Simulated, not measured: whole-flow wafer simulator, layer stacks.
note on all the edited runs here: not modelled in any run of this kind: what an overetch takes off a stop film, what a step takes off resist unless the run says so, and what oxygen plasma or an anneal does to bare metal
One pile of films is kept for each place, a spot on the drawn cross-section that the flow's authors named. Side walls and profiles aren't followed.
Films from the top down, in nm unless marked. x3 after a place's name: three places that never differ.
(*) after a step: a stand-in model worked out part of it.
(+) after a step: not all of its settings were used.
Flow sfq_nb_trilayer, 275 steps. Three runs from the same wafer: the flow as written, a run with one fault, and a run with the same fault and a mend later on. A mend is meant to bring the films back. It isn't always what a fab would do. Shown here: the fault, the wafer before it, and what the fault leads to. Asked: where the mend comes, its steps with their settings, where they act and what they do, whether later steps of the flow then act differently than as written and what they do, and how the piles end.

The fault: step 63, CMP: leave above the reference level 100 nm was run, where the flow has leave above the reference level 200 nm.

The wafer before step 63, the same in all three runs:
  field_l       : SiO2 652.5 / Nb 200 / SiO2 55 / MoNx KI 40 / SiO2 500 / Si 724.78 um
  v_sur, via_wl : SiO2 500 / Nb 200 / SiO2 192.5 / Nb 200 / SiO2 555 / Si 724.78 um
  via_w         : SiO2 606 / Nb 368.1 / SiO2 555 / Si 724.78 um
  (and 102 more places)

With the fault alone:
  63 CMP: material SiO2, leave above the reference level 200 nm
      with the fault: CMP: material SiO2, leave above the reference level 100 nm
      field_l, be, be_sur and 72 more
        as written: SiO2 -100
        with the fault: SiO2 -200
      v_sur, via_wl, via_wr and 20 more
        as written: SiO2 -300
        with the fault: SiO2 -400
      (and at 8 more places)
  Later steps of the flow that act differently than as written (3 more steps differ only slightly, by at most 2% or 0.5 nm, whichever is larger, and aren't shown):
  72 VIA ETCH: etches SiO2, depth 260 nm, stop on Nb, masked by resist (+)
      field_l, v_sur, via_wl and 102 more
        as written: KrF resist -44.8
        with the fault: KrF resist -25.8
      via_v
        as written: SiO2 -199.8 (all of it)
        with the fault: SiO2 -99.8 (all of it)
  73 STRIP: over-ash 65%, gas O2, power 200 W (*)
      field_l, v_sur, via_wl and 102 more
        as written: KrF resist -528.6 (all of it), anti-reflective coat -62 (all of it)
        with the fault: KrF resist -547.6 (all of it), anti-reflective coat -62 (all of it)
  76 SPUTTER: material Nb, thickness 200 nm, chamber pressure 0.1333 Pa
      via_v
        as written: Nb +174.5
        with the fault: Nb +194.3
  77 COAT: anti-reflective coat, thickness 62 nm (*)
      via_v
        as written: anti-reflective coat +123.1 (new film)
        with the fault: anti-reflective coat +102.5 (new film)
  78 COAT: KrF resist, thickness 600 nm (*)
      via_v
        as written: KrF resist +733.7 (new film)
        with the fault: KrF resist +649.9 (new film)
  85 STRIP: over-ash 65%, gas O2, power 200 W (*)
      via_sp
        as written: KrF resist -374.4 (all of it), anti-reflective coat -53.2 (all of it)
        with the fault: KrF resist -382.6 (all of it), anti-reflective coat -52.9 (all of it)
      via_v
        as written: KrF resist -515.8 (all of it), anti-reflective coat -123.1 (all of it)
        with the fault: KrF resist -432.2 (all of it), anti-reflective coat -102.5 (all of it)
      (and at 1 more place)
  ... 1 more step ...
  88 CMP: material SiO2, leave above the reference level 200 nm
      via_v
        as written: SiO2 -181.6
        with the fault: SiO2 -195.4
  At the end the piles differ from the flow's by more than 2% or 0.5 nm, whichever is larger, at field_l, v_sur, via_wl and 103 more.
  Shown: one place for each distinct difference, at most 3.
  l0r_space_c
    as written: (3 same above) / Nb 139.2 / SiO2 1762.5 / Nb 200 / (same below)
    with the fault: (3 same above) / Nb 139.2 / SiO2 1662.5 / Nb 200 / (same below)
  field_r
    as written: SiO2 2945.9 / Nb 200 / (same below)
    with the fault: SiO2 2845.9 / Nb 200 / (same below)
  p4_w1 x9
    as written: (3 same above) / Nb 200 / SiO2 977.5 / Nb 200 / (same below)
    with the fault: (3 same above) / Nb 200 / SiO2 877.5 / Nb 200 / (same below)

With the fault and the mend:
  The mend comes after step 70.
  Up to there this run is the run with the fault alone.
  70a STRIP: over-ash 65%, gas O2, power 200 W (*)
      field_l, v_sur, via_wl and 102 more
        KrF resist -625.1 (all of it), anti-reflective coat -62 (all of it)
      via_v
        anti-reflective coat -62 (all of it)
  70b PECVD: material SiO2, thickness 100 nm, 150 C, 22.22 s, RF power 183.3 W, pressure 2.4 Torr, precursor SiH4/N2O (the flow's step 62 once more, with other settings)
      field_l, v_sur, via_wl and 103 more
        SiO2 +100
  70c COAT: anti-reflective coat, thickness 62 nm (the flow's step 65 once more)
      field_l, v_sur, via_wl and 103 more
        anti-reflective coat +62 (new film)
  70d COAT: KrF resist, thickness 650 nm (the flow's step 66 once more)
      field_l, v_sur, via_wl and 103 more
        KrF resist +650 (new film)
  70e SOFTBAKE: KrF resist (the flow's step 67 once more)
      changes no film at any place that is followed
  70f EXPOSE: photomask I1, dose 11.91 mJ/cm2, NA 0.6, wavelength 248 nm (*) (the flow's step 68 once more)
      changes no film at any place that is followed
  70g PEB: KrF resist, 90 s (the flow's step 69 once more)
      field_l, v_sur, via_wl and 103 more
        KrF resist -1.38
  70h DEVELOP: KrF resist, thickness 650 nm, 60 s (the flow's step 70 once more)
      field_l, v_sur, via_wl and 102 more
        KrF resist -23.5
      via_v
        KrF resist -648.6 (all of it)
  No later step of the flow acts differently than as written at any place that is followed.
  At the end the piles are the same as the flow's at every place that both follow.
